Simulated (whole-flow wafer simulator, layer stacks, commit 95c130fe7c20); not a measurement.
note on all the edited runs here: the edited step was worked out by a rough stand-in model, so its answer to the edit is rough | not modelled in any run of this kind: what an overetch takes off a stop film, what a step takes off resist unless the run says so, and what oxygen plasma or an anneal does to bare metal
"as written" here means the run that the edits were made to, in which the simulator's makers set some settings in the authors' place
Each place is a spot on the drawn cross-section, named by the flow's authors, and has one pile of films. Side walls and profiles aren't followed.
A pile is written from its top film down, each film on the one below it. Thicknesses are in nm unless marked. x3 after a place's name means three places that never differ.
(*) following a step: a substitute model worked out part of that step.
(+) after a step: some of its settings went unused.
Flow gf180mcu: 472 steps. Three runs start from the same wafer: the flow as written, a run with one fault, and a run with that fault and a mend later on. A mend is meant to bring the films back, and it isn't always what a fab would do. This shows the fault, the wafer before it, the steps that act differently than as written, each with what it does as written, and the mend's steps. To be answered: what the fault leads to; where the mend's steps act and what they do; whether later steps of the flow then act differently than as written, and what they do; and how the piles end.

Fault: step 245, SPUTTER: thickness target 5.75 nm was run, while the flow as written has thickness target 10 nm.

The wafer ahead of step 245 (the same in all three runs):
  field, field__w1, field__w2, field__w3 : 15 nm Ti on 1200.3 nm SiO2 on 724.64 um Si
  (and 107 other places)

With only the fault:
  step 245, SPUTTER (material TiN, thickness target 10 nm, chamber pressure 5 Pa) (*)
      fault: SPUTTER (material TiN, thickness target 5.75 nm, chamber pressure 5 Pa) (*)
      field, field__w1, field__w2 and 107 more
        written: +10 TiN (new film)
        fault: +5.75 TiN (new film)
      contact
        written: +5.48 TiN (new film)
        fault: +3.16 TiN (new film)
  Steps later in the flow that act otherwise than as written (1 other step is not shown; it differs only slightly, by no more than 2% or 0.5 nm, whichever is larger):
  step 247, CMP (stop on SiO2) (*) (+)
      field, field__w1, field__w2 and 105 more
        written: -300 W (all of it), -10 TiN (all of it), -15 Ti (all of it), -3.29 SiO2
        fault: -300 W (all of it), -5.75 TiN (all of it), -15 Ti (all of it), -3.25 SiO2
  The piles end different from the flow's at contact, polyc_n, polyc_p by more than 2% or 0.5 nm, whichever is larger.
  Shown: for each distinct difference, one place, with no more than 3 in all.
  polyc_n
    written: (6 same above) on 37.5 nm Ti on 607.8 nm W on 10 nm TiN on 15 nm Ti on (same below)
    fault: (6 same above) on 37.5 nm Ti on 612.1 nm W on 5.75 nm TiN on 15 nm Ti on (same below)
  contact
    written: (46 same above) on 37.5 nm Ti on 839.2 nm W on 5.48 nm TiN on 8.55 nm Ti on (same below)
    fault: (46 same above) on 37.5 nm Ti on 841.6 nm W on 3.16 nm TiN on 8.55 nm Ti on (same below)

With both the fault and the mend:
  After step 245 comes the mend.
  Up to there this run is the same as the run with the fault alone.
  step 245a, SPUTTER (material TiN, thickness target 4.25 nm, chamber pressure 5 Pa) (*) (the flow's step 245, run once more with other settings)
      field, field__w1, field__w2 and 107 more
        +4.25 TiN
      contact
        +2.33 TiN
  Every later step of the flow that is run acts as written at every place that is followed.
  By the end, the piles equal the flow's at every place that both follow.
